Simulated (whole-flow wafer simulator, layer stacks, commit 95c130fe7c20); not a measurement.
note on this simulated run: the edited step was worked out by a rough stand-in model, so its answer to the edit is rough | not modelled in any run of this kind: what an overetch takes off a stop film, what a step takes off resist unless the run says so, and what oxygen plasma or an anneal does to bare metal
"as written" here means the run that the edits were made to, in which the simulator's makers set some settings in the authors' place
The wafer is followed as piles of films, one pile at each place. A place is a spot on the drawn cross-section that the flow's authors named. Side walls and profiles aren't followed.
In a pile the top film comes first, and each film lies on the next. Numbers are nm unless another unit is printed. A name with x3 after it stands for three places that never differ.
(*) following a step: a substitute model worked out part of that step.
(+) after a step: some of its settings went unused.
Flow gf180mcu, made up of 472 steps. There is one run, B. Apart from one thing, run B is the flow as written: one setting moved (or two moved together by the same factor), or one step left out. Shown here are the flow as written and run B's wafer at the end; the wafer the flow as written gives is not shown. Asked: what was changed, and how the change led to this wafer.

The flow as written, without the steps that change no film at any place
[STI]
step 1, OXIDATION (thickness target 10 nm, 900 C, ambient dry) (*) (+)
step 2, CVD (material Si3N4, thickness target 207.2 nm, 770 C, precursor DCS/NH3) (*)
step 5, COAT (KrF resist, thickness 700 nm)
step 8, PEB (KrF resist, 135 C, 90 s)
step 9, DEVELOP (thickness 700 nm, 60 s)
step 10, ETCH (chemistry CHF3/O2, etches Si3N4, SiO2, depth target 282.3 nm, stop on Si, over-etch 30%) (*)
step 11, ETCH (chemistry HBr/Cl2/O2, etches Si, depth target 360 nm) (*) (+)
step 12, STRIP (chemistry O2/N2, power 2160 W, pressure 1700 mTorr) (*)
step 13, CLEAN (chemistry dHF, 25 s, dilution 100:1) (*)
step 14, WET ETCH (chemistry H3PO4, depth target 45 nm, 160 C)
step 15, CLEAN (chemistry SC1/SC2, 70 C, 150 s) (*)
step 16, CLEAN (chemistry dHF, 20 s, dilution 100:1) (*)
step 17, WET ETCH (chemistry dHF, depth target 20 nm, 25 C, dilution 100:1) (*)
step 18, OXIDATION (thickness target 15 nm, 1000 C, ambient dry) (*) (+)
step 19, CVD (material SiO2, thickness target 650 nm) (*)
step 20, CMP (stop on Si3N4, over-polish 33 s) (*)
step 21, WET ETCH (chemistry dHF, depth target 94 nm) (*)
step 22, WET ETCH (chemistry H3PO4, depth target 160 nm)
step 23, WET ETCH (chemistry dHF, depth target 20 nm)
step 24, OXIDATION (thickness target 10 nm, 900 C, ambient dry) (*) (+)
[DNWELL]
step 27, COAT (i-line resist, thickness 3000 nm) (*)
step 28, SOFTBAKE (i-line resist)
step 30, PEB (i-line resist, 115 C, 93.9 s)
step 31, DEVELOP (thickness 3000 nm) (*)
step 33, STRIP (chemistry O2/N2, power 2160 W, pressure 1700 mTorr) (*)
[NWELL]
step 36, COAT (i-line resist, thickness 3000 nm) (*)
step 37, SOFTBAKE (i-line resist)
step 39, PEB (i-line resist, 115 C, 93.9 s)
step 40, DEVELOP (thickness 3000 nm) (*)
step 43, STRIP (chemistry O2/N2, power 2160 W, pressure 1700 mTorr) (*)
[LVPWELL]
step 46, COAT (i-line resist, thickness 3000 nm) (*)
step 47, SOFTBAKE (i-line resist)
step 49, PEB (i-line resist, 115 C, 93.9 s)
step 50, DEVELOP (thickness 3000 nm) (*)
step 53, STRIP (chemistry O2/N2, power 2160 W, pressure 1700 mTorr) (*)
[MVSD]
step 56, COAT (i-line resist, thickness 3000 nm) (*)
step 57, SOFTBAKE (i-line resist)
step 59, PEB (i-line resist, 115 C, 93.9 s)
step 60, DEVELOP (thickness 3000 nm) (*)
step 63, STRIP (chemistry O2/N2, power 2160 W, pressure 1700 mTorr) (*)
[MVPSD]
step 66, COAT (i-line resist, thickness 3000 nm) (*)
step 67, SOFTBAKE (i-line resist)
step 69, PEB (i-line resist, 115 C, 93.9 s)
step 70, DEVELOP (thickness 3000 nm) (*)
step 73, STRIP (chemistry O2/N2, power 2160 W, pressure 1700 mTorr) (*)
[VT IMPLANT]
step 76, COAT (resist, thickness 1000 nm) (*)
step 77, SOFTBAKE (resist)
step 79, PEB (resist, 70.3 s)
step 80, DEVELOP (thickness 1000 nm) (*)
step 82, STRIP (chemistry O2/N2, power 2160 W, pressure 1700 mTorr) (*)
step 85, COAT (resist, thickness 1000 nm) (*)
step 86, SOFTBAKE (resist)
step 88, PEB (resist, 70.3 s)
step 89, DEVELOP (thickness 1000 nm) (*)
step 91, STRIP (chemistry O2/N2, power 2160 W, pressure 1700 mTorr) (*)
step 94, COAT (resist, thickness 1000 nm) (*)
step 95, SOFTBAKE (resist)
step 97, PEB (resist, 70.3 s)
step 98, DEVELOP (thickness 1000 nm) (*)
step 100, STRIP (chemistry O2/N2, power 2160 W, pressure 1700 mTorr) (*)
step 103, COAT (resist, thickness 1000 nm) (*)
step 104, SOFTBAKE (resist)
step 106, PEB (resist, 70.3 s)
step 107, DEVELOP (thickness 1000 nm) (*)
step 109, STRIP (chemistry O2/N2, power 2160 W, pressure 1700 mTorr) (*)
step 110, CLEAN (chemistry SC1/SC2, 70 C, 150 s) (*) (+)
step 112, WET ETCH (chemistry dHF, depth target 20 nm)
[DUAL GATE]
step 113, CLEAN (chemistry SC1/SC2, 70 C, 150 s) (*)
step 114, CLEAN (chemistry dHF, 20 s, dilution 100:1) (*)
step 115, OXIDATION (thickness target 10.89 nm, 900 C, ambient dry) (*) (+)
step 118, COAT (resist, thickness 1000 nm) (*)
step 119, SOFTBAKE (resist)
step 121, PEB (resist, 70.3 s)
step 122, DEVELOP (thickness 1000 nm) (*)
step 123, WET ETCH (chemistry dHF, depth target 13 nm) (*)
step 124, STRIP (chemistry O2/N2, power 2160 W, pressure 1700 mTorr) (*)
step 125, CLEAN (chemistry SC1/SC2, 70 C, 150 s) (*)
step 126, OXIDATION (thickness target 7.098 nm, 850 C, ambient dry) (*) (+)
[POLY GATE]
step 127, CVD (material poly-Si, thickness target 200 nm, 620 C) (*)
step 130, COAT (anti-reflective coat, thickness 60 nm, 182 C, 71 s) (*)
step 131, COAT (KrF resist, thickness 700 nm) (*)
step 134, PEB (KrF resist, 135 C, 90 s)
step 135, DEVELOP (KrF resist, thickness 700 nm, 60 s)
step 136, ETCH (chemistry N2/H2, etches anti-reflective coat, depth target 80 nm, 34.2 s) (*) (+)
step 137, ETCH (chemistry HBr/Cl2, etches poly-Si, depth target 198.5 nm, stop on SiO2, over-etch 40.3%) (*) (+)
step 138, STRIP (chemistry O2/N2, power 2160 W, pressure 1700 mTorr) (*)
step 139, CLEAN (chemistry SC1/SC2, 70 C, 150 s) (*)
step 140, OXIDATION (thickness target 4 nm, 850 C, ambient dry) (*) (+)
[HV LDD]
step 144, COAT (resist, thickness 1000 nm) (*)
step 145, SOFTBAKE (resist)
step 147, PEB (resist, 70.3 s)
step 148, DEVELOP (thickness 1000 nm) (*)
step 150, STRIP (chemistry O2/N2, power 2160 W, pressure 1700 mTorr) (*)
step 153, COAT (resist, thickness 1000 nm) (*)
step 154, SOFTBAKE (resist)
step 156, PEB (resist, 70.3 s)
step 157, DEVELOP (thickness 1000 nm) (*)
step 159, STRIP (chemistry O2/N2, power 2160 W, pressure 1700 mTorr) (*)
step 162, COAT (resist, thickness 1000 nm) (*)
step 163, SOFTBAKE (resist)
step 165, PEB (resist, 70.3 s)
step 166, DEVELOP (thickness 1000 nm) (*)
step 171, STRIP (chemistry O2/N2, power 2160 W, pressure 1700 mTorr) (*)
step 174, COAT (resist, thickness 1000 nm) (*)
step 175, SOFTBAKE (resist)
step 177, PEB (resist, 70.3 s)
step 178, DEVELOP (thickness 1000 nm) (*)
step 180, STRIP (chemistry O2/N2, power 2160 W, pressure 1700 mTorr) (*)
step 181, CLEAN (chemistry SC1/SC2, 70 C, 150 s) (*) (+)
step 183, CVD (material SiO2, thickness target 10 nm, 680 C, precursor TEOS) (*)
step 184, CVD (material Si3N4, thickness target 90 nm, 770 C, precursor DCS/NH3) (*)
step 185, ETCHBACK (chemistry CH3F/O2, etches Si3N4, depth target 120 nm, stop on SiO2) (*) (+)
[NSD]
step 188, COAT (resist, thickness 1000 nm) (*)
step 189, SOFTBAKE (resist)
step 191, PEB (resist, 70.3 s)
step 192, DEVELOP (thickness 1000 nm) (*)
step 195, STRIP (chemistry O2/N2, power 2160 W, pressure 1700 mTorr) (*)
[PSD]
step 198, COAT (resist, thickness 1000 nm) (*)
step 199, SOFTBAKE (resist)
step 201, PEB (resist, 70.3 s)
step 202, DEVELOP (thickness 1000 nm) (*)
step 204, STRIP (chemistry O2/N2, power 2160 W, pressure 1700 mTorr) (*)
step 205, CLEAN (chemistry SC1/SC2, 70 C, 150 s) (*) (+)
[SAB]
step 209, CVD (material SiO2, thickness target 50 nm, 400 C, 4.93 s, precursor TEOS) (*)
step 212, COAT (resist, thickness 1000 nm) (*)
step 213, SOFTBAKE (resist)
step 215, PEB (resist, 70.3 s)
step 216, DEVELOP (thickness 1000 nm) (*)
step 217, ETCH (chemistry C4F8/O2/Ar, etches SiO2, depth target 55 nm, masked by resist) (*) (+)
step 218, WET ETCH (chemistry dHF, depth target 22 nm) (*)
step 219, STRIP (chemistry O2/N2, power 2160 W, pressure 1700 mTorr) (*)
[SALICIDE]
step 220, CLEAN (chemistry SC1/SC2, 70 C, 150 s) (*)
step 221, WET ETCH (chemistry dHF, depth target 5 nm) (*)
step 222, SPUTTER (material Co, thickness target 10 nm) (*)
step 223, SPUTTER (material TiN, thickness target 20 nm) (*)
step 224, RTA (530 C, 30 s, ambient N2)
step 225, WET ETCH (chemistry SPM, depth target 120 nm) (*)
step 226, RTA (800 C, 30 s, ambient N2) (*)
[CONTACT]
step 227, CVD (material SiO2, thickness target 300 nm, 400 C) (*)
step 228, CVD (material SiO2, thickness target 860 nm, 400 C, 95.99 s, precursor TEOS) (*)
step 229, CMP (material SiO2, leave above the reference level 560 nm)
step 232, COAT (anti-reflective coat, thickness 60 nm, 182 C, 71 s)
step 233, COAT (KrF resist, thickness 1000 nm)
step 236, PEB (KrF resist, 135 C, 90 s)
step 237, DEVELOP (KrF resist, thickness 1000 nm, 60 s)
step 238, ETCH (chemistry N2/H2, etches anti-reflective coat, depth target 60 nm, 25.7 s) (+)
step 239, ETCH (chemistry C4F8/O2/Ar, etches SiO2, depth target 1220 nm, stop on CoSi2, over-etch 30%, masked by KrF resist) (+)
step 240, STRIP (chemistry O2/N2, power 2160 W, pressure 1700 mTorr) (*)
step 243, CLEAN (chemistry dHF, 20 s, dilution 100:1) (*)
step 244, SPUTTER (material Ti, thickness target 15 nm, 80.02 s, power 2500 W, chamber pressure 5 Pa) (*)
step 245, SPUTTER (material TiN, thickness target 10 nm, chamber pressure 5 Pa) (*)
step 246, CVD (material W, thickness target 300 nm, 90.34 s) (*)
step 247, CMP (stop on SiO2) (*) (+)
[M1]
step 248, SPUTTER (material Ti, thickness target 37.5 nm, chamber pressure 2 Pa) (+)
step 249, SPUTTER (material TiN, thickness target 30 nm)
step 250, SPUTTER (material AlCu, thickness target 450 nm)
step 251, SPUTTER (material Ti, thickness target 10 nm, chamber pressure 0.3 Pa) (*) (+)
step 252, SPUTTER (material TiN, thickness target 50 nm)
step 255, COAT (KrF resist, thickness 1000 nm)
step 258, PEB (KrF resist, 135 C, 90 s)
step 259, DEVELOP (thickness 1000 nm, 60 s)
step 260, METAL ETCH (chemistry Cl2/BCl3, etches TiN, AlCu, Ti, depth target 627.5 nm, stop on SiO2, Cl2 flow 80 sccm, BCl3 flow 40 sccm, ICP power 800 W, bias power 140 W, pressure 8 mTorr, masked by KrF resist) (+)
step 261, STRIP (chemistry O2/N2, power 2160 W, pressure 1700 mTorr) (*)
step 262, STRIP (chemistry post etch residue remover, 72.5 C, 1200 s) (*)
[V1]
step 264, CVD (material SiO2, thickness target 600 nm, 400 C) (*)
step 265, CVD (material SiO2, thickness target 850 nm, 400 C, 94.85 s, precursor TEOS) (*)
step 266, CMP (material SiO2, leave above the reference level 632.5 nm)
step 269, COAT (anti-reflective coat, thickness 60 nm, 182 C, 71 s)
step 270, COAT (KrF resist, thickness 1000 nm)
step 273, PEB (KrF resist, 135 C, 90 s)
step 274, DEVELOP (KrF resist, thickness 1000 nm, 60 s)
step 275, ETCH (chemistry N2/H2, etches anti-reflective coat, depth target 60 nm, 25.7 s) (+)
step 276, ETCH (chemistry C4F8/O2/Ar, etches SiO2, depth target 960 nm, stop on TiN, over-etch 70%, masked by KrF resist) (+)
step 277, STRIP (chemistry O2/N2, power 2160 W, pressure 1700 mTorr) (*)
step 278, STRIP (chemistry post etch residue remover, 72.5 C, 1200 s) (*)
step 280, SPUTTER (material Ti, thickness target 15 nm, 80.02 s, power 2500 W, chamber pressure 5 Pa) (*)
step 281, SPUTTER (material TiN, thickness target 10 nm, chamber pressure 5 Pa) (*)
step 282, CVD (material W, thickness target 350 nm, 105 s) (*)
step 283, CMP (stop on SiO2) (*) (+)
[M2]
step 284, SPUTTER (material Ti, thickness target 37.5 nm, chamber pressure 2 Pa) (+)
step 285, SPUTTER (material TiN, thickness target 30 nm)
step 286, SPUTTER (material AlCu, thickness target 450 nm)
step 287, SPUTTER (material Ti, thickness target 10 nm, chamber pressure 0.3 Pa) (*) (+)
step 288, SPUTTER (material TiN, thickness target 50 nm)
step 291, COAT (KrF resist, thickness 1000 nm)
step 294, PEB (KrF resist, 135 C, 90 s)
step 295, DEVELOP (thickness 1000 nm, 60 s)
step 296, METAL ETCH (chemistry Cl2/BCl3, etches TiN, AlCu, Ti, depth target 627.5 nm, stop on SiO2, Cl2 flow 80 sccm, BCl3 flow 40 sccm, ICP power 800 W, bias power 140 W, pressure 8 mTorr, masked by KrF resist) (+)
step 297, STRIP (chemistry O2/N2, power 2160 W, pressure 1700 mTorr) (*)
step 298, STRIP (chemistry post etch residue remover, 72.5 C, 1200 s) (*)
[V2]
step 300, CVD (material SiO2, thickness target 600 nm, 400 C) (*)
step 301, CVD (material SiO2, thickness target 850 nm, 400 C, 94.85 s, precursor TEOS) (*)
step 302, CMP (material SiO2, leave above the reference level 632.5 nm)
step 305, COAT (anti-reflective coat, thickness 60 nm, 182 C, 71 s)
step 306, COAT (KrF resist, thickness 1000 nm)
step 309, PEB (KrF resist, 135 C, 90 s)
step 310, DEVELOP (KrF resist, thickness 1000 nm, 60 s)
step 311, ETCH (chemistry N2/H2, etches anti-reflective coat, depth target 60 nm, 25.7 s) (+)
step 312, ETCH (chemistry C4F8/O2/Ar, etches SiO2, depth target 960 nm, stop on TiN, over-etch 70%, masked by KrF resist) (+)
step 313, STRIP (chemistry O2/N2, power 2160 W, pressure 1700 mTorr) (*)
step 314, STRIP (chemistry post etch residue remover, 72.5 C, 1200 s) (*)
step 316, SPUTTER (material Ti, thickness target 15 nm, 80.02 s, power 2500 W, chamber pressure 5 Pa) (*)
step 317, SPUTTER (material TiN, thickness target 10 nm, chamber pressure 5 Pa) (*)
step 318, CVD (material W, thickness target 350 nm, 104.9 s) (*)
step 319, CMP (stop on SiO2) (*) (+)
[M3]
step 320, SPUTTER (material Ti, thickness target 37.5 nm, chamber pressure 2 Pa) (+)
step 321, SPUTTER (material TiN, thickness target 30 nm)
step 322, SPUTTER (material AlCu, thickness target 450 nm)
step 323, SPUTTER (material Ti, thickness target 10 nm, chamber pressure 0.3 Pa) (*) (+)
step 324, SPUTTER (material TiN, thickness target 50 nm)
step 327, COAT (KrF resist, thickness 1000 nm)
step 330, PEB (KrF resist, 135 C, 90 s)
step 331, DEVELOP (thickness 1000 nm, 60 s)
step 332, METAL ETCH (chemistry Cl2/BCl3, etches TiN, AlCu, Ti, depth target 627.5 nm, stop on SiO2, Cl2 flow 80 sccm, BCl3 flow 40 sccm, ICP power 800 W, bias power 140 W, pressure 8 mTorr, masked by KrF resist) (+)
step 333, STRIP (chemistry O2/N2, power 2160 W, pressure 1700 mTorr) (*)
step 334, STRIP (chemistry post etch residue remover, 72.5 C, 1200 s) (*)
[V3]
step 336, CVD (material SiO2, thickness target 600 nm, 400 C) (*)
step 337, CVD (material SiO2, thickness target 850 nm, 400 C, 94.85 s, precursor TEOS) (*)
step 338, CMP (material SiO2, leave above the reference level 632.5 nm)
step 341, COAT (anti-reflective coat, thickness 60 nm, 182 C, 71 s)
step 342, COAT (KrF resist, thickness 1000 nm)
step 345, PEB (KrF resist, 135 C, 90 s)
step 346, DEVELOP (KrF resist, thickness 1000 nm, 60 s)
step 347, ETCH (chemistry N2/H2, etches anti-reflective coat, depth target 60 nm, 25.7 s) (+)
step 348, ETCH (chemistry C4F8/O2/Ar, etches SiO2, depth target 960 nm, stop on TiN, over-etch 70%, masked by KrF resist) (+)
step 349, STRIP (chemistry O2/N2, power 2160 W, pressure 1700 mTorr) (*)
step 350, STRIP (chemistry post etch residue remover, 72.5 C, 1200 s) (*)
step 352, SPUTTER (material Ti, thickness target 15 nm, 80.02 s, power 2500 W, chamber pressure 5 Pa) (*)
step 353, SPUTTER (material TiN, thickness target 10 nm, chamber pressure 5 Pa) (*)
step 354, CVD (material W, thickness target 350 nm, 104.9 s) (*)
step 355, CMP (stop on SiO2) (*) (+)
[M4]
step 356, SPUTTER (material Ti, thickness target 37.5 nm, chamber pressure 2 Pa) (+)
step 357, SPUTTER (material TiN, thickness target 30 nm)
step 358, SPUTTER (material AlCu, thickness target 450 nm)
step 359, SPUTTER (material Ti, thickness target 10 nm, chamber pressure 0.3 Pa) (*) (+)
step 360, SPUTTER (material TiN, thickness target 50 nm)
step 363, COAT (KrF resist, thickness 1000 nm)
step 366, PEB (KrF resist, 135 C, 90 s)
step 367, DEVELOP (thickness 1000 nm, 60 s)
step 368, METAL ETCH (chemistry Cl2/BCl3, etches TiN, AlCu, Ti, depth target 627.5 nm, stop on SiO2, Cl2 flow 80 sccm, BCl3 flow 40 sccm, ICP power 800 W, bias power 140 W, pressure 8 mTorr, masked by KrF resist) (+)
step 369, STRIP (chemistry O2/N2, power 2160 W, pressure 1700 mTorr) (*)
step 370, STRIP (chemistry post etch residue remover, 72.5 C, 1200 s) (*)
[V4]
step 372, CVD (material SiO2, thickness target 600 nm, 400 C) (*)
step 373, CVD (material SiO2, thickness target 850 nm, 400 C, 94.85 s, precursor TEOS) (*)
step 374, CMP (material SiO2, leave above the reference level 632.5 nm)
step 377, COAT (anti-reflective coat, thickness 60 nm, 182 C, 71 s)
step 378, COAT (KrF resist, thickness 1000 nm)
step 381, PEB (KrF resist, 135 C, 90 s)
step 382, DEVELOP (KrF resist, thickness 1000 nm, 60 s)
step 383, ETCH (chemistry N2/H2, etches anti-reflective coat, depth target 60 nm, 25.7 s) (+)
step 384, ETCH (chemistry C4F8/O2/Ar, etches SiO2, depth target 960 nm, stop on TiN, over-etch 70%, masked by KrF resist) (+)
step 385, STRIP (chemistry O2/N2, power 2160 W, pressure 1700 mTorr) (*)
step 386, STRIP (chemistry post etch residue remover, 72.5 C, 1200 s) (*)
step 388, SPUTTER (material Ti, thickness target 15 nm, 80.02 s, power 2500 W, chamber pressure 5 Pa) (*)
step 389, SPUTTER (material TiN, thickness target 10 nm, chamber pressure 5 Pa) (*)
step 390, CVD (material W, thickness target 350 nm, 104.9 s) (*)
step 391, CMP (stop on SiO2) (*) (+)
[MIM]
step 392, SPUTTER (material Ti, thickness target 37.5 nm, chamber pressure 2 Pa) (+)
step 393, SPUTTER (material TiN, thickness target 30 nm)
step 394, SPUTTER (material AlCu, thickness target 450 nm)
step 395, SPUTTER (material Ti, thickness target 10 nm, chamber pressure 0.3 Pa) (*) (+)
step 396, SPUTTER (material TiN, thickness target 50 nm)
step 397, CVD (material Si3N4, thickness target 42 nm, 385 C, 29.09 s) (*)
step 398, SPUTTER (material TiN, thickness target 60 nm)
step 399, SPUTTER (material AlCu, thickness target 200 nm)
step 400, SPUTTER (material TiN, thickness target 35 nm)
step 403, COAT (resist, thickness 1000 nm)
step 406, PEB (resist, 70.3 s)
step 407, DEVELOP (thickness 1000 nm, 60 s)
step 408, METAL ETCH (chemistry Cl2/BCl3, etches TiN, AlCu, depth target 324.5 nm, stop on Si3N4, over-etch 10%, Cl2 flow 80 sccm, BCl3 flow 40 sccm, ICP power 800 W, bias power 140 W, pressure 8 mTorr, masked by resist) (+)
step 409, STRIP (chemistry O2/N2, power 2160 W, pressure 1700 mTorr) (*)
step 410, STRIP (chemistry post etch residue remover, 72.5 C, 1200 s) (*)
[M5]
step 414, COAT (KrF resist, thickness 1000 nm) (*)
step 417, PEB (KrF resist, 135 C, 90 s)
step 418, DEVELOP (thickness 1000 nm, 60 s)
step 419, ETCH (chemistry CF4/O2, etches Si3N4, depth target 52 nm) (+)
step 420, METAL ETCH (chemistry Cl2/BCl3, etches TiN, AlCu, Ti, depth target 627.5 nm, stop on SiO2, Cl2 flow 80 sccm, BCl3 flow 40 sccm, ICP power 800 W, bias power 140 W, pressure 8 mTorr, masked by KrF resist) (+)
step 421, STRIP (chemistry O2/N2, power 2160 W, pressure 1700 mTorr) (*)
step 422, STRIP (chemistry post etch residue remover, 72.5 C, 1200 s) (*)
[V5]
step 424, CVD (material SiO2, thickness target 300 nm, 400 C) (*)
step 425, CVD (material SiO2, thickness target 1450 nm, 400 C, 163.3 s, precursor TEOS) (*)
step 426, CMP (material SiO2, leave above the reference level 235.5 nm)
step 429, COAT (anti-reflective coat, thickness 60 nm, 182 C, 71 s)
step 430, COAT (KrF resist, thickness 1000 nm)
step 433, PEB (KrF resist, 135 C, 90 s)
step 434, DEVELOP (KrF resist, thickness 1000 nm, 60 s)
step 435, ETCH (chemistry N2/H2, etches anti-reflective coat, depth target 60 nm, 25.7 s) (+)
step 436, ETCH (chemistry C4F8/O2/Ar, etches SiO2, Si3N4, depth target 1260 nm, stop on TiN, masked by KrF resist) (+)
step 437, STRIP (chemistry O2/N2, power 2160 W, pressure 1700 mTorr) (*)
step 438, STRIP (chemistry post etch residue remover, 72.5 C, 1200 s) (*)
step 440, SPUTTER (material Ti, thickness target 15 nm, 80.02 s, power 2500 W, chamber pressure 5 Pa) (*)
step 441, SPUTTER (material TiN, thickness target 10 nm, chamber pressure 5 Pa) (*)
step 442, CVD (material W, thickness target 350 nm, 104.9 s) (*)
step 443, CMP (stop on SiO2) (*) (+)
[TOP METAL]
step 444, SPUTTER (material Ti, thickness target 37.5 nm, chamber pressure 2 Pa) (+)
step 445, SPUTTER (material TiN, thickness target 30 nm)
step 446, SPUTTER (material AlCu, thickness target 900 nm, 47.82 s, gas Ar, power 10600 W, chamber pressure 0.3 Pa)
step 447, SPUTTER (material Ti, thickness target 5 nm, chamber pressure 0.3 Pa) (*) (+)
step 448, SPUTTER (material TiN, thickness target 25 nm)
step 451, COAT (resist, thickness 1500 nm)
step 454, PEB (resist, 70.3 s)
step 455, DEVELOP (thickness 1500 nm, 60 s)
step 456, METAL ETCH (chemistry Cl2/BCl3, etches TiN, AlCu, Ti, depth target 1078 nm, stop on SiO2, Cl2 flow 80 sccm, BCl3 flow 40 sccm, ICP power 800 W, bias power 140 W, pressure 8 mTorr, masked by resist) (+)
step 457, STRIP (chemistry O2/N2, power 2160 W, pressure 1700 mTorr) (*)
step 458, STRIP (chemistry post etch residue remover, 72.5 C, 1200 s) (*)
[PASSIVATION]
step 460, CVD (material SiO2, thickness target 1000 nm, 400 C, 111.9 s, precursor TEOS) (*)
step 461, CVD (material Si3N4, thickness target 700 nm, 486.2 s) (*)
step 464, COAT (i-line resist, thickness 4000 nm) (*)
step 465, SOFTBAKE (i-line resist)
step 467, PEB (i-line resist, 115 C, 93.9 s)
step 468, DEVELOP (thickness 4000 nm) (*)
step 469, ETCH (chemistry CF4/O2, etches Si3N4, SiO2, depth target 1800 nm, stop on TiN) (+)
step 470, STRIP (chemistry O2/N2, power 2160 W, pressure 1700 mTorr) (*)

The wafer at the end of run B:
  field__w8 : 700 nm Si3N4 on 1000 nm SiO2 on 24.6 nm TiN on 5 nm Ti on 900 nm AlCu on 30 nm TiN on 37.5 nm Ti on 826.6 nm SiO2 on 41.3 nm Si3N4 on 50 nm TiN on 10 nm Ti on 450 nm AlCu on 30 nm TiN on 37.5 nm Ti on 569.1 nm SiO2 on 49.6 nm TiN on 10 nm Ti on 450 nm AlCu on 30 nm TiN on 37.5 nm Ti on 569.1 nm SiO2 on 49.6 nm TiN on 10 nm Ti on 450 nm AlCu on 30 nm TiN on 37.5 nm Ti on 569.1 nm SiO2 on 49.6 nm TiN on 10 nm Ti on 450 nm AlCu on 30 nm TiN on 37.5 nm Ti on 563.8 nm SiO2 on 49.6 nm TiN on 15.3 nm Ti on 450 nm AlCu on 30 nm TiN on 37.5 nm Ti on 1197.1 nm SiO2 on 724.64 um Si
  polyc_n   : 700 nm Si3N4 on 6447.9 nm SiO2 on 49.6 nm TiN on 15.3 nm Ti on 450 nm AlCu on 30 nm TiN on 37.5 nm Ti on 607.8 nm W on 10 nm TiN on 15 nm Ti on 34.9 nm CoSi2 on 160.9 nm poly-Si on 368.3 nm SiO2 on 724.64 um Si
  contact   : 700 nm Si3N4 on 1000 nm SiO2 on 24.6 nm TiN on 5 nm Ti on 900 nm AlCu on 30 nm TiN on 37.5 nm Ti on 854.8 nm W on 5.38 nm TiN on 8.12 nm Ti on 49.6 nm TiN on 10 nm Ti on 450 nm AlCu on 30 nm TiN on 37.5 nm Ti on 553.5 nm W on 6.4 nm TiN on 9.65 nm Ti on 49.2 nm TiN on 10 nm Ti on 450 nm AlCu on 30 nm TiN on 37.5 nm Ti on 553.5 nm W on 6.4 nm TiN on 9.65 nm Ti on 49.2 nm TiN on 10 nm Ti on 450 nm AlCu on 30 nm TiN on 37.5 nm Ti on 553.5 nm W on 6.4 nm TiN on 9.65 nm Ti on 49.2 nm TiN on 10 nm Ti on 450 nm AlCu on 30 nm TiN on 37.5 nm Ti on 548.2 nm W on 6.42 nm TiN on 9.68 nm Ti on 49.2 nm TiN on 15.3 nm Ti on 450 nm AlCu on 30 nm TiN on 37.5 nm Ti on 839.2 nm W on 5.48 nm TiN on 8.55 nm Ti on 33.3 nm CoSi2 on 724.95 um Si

The reason: step 251, SPUTTER: thickness target 15.3 nm was run, whereas the flow has thickness target 10 nm.
The wafer itself shows it: field__w8 has Ti 15.3, and step 251 as written asks for 10 nm.

The path from the change to this, step by step:
  step 251, SPUTTER (material Ti, thickness target 10 nm, chamber pressure 0.3 Pa) (*) (+)
      field, field__w1, field__w2 and 108 more: +15.3 Ti (new film) (in the flow as written it would be: +10 Ti (new film))
  step 260, METAL ETCH (chemistry Cl2/BCl3, etches TiN, AlCu, Ti, depth target 627.5 nm, stop on SiO2, Cl2 flow 80 sccm, BCl3 flow 40 sccm, ICP power 800 W, bias power 140 W, pressure 8 mTorr, masked by KrF resist) (+)
      field, field__w1, field__w2 and 99 more: -50 TiN (all of it), -15.3 Ti (all of it), -450 AlCu (all of it), -30 TiN (all of it), -37.5 Ti (all of it) (in the flow as written it would be: -50 TiN (all of it), -10 Ti (all of it), -450 AlCu (all of it), -30 TiN (all of it), -37.5 Ti (all of it))
